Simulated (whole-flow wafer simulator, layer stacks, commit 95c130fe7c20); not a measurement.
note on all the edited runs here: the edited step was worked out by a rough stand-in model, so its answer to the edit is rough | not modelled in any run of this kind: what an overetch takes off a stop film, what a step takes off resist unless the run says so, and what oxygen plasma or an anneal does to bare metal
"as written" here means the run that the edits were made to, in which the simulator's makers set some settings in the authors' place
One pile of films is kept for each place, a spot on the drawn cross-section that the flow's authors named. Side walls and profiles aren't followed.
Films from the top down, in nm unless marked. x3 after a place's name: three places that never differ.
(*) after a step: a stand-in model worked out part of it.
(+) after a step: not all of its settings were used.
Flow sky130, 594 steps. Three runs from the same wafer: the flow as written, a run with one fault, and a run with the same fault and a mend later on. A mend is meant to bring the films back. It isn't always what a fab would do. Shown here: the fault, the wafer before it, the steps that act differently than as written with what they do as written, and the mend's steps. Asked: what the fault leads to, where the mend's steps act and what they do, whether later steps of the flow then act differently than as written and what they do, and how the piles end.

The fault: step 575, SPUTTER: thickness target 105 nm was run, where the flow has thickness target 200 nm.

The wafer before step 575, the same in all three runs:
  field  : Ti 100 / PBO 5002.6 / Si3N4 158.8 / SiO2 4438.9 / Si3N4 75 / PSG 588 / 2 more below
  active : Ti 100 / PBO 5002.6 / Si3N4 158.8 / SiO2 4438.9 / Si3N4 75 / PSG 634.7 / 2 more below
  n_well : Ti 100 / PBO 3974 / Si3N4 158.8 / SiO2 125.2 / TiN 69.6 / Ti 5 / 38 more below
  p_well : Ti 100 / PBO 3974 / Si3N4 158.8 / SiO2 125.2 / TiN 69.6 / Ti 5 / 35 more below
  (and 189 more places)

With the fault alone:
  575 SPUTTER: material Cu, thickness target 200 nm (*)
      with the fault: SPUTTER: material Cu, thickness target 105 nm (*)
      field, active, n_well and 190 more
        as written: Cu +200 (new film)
        with the fault: Cu +105 (new film)
  Later steps of the flow that act differently than as written (6 more steps differ only slightly, by at most 2% or 0.5 nm, whichever is larger, and aren't shown):
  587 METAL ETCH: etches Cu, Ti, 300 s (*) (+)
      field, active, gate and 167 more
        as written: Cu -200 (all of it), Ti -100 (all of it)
        with the fault: Cu -105 (all of it), Ti -100 (all of it)
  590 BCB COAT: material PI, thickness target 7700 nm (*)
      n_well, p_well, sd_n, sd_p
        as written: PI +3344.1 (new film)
        with the fault: PI +3439.1 (new film)
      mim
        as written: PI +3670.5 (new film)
        with the fault: PI +3761.2 (new film)
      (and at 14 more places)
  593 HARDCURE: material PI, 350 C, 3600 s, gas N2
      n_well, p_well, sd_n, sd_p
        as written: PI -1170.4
        with the fault: PI -1203.7
  At the end the piles differ from the flow's by more than 2% or 0.5 nm, whichever is larger, at n_well, p_well, sd_n and 20 more.
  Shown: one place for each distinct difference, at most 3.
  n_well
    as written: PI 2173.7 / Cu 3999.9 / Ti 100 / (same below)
    with the fault: PI 2235.4 / Cu 3904.9 / Ti 100 / (same below)
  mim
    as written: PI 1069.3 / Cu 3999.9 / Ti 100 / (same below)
    with the fault: PI 1158.2 / Cu 3904.9 / Ti 100 / (same below)
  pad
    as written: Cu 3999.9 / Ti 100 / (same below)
    with the fault: Cu 3904.9 / Ti 100 / (same below)

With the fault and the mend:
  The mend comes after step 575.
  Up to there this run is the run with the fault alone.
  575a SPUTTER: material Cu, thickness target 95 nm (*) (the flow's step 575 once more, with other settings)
      field, active, n_well and 190 more
        Cu +95
  No later step of the flow acts differently than as written at any place that is followed.
  At the end the piles are the same as the flow's at every place that both follow.
